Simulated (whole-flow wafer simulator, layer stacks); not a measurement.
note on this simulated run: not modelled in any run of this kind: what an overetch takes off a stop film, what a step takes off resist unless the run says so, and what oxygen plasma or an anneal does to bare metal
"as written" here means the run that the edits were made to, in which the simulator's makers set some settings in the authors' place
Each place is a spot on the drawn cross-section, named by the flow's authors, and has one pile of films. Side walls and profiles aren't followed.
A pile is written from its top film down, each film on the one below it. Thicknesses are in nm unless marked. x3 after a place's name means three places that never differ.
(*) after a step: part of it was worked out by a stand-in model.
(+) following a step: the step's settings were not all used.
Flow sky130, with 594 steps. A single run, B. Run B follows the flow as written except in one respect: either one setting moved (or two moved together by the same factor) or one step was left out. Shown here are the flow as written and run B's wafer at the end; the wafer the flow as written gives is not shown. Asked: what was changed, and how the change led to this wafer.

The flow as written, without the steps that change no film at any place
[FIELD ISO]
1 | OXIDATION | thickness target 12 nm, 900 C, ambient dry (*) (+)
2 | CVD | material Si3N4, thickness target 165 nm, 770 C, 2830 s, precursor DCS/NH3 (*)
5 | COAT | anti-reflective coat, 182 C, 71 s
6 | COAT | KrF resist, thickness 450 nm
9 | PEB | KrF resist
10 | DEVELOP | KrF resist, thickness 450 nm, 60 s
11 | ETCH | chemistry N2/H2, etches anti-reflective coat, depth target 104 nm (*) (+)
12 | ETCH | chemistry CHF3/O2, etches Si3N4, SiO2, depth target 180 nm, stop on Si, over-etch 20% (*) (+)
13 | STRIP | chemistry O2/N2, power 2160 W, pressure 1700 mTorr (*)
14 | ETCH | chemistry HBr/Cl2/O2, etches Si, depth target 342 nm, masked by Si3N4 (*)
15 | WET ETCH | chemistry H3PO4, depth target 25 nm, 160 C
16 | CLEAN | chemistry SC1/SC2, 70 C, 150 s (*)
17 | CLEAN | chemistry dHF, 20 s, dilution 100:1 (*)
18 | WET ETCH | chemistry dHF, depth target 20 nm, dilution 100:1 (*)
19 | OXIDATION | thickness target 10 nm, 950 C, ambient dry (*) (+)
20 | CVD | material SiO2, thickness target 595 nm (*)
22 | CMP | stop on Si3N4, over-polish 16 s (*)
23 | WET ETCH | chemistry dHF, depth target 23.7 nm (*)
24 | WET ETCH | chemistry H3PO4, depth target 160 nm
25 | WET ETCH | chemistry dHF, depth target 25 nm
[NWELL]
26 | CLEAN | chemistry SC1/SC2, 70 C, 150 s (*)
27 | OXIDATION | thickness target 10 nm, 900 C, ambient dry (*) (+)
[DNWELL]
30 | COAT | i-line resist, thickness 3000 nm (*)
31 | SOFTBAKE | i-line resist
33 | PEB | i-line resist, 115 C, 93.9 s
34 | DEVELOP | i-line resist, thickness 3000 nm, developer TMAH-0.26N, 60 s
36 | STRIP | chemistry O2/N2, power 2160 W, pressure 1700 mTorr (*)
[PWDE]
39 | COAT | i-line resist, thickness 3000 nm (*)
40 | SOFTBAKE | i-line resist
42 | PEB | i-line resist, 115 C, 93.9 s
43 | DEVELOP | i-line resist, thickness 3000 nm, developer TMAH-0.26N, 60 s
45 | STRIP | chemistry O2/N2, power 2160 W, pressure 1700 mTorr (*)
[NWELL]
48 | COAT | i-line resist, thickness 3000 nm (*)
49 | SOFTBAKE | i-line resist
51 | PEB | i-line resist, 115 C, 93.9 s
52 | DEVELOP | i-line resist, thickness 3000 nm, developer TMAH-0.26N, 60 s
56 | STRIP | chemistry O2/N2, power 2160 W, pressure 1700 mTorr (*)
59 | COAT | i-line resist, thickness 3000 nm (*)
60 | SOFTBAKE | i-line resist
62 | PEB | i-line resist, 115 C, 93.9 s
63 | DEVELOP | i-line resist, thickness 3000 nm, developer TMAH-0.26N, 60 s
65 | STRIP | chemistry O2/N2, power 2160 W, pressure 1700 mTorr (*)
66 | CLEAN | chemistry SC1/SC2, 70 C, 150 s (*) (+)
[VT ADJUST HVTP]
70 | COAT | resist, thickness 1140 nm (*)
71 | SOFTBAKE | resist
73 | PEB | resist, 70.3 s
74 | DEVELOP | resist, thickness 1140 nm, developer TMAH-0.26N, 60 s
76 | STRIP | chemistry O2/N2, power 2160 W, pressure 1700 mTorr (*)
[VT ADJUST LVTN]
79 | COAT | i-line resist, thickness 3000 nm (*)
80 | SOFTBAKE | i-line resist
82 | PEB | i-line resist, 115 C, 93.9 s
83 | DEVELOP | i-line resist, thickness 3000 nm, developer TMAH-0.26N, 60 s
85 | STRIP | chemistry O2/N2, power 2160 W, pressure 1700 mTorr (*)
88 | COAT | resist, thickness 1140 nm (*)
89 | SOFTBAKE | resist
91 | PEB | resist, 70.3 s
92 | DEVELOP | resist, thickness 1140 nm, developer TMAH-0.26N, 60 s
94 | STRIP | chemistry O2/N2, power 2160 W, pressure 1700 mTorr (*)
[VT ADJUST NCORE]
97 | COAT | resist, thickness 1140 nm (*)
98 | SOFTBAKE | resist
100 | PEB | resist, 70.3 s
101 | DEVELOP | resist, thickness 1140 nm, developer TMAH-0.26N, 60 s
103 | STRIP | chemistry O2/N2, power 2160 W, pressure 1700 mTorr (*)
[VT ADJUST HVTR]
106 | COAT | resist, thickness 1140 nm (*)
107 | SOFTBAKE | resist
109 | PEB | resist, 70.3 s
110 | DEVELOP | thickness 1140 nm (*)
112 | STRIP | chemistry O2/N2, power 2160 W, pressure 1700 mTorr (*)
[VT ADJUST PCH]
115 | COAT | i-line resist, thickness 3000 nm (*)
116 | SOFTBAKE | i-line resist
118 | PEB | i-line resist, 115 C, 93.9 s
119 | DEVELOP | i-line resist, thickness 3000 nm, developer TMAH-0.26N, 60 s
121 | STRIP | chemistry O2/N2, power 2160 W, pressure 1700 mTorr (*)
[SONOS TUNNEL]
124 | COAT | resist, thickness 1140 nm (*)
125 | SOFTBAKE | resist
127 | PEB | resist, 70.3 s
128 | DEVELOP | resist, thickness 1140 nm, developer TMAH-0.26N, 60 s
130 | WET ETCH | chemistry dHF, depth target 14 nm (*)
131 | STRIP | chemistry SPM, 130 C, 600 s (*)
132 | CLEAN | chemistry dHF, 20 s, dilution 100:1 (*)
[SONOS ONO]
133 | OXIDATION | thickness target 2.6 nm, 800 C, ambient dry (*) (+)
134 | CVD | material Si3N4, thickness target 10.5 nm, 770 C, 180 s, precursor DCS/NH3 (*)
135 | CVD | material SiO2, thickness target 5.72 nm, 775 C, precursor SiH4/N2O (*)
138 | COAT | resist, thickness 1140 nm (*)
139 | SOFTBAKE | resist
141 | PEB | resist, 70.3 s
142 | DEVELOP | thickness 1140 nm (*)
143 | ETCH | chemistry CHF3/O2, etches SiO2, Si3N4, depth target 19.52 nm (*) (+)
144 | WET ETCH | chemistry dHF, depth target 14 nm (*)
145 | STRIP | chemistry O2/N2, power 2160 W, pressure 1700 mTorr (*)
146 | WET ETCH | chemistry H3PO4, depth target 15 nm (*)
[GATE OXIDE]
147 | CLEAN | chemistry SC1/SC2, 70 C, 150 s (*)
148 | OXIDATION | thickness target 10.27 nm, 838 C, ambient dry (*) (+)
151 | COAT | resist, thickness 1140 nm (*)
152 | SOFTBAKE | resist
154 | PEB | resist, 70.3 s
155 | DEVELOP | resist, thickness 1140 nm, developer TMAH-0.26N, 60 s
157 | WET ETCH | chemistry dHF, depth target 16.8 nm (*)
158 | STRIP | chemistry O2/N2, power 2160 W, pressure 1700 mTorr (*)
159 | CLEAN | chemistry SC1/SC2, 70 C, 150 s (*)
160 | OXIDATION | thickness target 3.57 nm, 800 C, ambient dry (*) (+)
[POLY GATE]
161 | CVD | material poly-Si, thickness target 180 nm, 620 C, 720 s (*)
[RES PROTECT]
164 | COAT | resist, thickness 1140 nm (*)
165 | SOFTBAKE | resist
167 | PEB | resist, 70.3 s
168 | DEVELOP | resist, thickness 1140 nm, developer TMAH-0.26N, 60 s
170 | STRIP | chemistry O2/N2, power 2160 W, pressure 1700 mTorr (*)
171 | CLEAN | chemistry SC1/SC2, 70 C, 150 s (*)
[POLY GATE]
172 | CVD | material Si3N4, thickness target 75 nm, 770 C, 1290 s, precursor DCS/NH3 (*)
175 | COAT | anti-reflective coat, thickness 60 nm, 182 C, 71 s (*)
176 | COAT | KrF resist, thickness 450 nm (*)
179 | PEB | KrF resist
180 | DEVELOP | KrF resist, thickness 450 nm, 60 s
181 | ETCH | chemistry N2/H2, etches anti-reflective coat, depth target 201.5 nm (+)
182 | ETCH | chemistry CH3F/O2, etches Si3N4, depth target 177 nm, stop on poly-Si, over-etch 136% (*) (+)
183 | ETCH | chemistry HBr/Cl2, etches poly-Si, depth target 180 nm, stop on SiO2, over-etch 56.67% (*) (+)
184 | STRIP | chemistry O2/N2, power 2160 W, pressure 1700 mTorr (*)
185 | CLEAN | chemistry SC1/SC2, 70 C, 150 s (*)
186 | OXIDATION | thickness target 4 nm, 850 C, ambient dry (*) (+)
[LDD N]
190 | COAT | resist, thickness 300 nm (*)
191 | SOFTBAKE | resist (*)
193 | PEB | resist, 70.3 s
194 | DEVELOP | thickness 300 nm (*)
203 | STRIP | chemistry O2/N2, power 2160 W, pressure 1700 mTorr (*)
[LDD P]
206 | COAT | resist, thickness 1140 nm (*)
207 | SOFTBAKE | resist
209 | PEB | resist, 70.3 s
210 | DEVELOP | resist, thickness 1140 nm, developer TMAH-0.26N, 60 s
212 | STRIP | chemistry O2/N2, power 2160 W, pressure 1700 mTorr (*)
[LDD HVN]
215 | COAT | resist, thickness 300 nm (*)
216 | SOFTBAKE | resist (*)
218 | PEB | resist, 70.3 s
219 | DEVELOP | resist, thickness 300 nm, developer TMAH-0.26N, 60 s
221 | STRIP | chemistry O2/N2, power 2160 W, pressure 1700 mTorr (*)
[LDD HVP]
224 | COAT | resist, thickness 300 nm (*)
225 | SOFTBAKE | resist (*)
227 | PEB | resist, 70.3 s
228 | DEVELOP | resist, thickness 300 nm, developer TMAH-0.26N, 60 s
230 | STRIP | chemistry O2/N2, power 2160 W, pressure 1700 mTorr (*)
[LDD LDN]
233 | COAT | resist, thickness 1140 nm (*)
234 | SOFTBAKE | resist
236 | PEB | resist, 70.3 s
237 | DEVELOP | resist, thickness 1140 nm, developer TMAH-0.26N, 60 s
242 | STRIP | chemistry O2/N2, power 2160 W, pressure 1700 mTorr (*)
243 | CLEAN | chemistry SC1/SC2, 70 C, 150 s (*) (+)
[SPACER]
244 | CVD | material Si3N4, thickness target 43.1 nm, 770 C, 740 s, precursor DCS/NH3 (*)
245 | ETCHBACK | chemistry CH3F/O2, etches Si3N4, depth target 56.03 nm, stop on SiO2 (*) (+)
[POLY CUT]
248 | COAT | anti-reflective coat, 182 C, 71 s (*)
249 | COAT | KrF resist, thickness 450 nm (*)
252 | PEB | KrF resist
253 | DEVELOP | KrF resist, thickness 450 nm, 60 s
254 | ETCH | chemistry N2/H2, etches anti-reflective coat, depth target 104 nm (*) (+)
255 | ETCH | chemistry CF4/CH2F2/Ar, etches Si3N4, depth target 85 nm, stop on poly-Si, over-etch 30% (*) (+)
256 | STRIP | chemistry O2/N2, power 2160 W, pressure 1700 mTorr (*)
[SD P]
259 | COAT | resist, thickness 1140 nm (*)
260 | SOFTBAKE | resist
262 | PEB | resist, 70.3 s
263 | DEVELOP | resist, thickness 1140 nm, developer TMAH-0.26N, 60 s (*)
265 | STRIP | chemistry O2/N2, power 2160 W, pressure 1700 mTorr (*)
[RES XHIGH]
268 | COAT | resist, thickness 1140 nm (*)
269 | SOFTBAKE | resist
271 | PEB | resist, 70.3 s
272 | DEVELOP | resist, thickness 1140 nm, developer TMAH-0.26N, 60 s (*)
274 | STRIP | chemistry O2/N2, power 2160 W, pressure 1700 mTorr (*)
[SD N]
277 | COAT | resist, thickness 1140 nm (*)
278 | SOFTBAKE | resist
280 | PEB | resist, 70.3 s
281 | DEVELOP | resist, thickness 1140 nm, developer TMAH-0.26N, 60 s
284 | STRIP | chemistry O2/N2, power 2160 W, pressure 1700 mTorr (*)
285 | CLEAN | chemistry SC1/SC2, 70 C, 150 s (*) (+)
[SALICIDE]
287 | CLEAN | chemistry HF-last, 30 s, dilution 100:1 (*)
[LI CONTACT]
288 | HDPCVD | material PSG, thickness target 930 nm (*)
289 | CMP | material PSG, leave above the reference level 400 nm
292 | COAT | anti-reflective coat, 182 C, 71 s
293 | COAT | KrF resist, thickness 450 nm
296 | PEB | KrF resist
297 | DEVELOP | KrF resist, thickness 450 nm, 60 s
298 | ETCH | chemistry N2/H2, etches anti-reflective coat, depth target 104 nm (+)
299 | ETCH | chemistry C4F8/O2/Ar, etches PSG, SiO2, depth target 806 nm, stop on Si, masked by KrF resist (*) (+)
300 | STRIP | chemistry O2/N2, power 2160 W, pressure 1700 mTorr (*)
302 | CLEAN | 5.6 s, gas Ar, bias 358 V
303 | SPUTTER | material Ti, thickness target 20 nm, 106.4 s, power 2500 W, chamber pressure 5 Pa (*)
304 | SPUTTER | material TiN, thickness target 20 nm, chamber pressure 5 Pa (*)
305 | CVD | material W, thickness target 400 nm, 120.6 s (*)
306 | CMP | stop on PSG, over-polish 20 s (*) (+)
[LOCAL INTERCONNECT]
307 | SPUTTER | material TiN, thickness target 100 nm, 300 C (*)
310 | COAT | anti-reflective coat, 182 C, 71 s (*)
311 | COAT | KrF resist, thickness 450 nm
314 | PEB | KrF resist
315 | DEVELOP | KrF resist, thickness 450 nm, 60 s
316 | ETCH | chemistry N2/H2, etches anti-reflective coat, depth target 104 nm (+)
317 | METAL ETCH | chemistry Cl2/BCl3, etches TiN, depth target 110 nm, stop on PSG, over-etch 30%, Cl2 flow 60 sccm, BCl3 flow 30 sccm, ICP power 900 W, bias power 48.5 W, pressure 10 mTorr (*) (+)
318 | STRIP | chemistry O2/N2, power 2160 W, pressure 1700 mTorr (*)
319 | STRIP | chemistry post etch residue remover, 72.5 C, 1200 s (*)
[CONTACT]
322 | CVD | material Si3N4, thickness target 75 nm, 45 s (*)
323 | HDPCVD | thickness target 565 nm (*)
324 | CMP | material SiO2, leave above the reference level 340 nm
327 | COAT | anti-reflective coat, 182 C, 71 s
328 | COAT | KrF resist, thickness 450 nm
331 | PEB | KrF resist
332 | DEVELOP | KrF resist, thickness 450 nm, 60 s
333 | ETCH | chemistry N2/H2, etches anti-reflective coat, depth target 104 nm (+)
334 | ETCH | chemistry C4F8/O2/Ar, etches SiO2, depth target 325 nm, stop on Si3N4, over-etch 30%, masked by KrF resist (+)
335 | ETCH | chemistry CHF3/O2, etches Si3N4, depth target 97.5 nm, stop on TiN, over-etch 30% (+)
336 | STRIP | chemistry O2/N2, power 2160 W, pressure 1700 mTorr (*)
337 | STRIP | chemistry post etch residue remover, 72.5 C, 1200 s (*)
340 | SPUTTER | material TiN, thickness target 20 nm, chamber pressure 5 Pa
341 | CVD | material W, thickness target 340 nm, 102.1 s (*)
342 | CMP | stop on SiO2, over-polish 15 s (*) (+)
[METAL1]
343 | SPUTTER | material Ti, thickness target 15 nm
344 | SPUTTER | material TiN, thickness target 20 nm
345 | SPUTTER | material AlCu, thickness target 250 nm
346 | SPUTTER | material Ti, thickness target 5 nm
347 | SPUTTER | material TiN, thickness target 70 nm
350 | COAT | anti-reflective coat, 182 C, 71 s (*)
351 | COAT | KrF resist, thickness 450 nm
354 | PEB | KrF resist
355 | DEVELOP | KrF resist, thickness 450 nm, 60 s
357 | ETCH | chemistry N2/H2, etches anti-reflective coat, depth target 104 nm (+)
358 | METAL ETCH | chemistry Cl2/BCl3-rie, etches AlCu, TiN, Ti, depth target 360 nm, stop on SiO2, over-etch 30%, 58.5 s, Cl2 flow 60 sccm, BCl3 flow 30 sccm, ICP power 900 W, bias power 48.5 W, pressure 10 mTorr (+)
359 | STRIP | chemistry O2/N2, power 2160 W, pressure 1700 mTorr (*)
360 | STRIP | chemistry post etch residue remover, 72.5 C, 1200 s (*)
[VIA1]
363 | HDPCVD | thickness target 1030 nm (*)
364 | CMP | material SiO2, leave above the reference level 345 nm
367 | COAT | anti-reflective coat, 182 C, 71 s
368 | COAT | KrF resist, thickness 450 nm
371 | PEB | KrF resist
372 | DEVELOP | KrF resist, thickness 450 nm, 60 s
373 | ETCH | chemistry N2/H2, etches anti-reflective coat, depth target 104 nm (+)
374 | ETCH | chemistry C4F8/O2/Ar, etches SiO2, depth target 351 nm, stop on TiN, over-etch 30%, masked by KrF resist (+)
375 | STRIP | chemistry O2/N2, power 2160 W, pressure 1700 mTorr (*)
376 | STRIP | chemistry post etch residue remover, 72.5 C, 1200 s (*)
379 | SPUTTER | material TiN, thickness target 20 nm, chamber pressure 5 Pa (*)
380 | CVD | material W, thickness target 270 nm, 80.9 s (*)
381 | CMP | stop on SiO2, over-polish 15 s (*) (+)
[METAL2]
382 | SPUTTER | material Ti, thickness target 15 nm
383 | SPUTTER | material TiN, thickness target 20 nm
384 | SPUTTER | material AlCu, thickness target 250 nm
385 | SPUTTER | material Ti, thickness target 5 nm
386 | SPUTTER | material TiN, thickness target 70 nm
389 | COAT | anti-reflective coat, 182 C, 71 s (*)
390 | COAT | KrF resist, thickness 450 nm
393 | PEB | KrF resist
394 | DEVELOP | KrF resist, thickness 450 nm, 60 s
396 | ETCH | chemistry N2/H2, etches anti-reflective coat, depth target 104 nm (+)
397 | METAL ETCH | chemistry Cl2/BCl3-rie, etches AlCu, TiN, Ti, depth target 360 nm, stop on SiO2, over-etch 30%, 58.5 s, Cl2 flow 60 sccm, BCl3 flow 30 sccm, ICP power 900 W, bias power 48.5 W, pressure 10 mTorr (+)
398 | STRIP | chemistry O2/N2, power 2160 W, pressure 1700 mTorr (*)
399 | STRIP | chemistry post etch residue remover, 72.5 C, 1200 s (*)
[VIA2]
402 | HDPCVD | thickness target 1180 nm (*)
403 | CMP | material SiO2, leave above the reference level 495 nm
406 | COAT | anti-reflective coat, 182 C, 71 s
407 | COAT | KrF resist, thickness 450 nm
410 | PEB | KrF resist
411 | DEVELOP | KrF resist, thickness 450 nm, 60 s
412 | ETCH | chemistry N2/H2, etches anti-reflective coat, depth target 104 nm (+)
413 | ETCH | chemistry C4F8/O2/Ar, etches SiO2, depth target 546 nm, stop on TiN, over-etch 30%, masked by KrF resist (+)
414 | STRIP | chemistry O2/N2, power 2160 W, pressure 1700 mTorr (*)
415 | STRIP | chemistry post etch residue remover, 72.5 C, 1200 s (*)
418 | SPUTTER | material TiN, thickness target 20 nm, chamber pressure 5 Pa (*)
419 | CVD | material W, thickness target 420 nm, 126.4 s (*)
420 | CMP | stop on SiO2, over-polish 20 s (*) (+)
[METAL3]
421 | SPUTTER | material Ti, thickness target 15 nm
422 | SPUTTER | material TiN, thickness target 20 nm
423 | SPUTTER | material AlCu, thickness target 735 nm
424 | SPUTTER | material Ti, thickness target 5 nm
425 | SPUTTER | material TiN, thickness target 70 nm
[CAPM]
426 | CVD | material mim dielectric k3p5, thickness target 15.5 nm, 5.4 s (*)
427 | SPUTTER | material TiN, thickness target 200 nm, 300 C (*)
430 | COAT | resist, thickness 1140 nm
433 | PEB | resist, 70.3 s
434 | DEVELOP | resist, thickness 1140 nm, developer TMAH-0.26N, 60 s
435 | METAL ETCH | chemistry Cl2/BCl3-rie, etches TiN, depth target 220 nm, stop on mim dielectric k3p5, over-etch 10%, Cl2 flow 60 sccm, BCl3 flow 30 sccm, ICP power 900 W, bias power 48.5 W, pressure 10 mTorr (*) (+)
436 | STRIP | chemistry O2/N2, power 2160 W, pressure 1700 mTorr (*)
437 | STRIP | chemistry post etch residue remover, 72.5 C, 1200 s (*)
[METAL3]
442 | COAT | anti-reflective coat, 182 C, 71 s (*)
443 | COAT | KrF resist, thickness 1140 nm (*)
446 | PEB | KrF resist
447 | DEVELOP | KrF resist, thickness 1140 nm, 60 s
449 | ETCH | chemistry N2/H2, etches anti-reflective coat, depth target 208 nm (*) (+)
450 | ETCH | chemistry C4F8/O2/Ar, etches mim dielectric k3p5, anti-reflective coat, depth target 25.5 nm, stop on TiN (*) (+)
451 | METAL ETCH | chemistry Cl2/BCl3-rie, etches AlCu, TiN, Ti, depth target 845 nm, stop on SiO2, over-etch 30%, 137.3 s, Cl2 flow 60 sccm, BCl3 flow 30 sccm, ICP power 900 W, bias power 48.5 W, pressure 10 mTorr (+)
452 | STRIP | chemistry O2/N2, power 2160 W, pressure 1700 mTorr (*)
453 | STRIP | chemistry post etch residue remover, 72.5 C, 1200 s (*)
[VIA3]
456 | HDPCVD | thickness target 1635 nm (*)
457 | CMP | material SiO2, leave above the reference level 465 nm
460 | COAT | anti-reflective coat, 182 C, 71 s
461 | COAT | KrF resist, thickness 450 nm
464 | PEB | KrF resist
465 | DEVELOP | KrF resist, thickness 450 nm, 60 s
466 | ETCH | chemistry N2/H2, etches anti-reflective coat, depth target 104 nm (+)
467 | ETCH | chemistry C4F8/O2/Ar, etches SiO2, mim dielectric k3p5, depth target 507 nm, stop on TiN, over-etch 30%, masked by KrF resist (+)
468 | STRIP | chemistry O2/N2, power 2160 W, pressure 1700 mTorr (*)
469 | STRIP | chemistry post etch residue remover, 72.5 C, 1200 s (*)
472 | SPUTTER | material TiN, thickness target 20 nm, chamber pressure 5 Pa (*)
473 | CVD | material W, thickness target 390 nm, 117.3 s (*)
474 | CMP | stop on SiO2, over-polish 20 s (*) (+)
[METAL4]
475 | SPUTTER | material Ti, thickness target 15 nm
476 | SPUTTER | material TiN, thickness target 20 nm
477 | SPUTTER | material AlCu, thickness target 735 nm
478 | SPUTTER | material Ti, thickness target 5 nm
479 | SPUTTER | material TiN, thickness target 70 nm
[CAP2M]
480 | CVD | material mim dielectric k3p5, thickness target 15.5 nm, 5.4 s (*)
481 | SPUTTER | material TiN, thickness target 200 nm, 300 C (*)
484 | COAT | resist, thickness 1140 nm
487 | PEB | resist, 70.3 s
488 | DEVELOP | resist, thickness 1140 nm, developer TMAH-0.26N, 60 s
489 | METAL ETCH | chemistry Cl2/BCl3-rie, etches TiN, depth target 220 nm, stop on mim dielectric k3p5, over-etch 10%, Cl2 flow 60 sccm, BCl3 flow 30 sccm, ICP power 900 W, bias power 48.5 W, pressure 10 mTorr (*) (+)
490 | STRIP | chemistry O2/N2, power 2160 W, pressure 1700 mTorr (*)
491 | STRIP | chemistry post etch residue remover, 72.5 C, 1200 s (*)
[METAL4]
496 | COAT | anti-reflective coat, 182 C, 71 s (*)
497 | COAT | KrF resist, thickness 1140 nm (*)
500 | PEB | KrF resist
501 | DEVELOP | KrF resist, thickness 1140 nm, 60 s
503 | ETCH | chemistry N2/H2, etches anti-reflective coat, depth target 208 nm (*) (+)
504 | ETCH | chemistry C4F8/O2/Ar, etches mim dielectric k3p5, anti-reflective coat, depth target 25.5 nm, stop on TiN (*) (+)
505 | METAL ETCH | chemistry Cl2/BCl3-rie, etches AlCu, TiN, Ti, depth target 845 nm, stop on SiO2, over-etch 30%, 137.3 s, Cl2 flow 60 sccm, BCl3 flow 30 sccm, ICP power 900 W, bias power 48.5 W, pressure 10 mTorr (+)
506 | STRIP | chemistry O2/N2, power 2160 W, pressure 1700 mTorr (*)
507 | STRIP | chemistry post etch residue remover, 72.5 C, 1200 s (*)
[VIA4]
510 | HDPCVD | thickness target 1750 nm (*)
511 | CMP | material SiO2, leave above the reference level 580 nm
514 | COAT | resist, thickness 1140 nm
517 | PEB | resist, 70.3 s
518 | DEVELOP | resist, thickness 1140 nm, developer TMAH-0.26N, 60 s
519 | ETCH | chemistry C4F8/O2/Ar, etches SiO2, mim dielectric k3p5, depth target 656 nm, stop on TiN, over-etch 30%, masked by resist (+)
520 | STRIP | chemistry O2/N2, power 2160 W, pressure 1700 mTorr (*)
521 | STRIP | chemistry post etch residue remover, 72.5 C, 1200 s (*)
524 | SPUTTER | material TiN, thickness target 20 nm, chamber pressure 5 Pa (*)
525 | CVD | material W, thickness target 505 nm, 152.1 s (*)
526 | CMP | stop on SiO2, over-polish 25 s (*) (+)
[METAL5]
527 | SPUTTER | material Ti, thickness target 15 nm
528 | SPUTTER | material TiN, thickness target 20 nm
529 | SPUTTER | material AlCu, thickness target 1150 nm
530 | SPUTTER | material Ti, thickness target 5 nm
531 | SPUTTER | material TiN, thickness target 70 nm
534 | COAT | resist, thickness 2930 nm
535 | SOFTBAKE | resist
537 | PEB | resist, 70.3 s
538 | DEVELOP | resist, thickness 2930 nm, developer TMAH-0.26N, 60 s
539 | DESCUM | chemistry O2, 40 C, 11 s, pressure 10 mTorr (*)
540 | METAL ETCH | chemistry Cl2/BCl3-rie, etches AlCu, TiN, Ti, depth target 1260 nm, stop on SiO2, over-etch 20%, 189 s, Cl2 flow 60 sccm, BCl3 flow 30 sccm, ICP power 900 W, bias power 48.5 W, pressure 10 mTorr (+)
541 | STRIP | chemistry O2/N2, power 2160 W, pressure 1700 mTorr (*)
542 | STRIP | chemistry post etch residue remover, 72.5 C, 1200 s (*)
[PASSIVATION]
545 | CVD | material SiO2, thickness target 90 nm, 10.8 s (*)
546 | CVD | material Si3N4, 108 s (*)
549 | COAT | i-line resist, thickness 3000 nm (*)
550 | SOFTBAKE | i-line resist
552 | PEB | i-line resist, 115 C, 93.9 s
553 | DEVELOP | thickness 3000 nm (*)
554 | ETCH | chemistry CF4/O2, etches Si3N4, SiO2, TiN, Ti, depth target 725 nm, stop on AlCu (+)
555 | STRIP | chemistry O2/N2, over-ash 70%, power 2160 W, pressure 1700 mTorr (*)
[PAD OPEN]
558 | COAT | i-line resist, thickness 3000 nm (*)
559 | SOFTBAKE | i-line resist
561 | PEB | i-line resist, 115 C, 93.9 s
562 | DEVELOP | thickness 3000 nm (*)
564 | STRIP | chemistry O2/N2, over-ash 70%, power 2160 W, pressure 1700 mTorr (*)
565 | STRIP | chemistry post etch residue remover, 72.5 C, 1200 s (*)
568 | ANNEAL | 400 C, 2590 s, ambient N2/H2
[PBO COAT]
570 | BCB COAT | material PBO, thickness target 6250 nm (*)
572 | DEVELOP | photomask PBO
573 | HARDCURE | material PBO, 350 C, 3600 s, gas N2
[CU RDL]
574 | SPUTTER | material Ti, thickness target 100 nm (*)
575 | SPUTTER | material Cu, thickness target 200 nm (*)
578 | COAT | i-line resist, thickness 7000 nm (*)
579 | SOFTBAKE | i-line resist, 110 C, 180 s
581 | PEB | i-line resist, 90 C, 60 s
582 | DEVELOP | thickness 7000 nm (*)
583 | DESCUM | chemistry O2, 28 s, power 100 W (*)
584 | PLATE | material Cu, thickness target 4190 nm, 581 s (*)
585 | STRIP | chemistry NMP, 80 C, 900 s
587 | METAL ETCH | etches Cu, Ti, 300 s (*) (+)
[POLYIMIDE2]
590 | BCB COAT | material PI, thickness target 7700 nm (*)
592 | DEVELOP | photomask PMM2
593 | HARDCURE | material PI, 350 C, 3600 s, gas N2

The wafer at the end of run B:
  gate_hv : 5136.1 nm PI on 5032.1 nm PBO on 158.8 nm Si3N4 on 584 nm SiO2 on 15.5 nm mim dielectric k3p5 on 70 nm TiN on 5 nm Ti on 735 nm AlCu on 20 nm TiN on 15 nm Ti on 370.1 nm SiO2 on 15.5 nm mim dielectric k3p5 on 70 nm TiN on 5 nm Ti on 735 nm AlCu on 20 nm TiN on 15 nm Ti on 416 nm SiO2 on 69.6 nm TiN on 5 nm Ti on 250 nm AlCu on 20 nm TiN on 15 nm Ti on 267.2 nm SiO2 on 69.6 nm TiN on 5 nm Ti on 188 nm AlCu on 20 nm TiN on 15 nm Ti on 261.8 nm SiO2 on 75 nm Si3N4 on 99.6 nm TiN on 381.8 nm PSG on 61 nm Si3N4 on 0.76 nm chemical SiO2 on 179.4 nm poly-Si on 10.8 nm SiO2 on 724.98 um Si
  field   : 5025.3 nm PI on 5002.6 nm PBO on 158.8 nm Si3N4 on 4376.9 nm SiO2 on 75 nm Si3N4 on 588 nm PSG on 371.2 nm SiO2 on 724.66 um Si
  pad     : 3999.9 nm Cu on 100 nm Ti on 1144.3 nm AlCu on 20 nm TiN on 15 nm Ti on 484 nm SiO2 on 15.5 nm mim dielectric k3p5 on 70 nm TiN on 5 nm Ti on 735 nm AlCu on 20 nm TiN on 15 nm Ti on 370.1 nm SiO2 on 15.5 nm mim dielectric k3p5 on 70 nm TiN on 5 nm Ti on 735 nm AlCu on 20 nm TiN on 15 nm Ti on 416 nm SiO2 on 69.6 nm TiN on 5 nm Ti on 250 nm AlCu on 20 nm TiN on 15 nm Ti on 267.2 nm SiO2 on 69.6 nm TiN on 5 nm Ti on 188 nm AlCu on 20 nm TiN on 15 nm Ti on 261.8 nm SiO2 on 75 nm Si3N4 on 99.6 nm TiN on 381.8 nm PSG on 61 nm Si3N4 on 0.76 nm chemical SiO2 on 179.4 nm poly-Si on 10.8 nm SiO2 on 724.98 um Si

What caused this: step 345, SPUTTER: thickness target 188 nm was run, though the flow has thickness target 250 nm.
One can read it off the wafer: gate_hv has AlCu 188, and step 345 as written asks for 250 nm.

The path from the change to this, step by step:
  345 | SPUTTER | material AlCu, thickness target 250 nm
      field, active, n_well and 188 more: AlCu gains 188 (new film) (as written it would have been: AlCu gains 250 (new film))
  358 | METAL ETCH | chemistry Cl2/BCl3-rie, etches AlCu, TiN, Ti, depth target 360 nm, stop on SiO2, over-etch 30%, 58.5 s, Cl2 flow 60 sccm, BCl3 flow 30 sccm, ICP power 900 W, bias power 48.5 W, pressure 10 mTorr (+)
      field, active, gate and 81 more: TiN loses 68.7 (all of it), Ti loses 5 (all of it), AlCu loses 188 (all of it), TiN loses 20 (all of it), Ti loses 15 (all of it), SiO2 loses 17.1 (as written it would have been: TiN loses 68.7 (all of it), Ti loses 5 (all of it), AlCu loses 250 (all of it), TiN loses 20 (all of it), Ti loses 15 (all of it), SiO2 loses 10.9)
  364 | CMP | material SiO2, leave above the reference level 345 nm
      field, active, gate and 81 more: SiO2 loses 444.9 (as written it would have been: SiO2 loses 389.1)
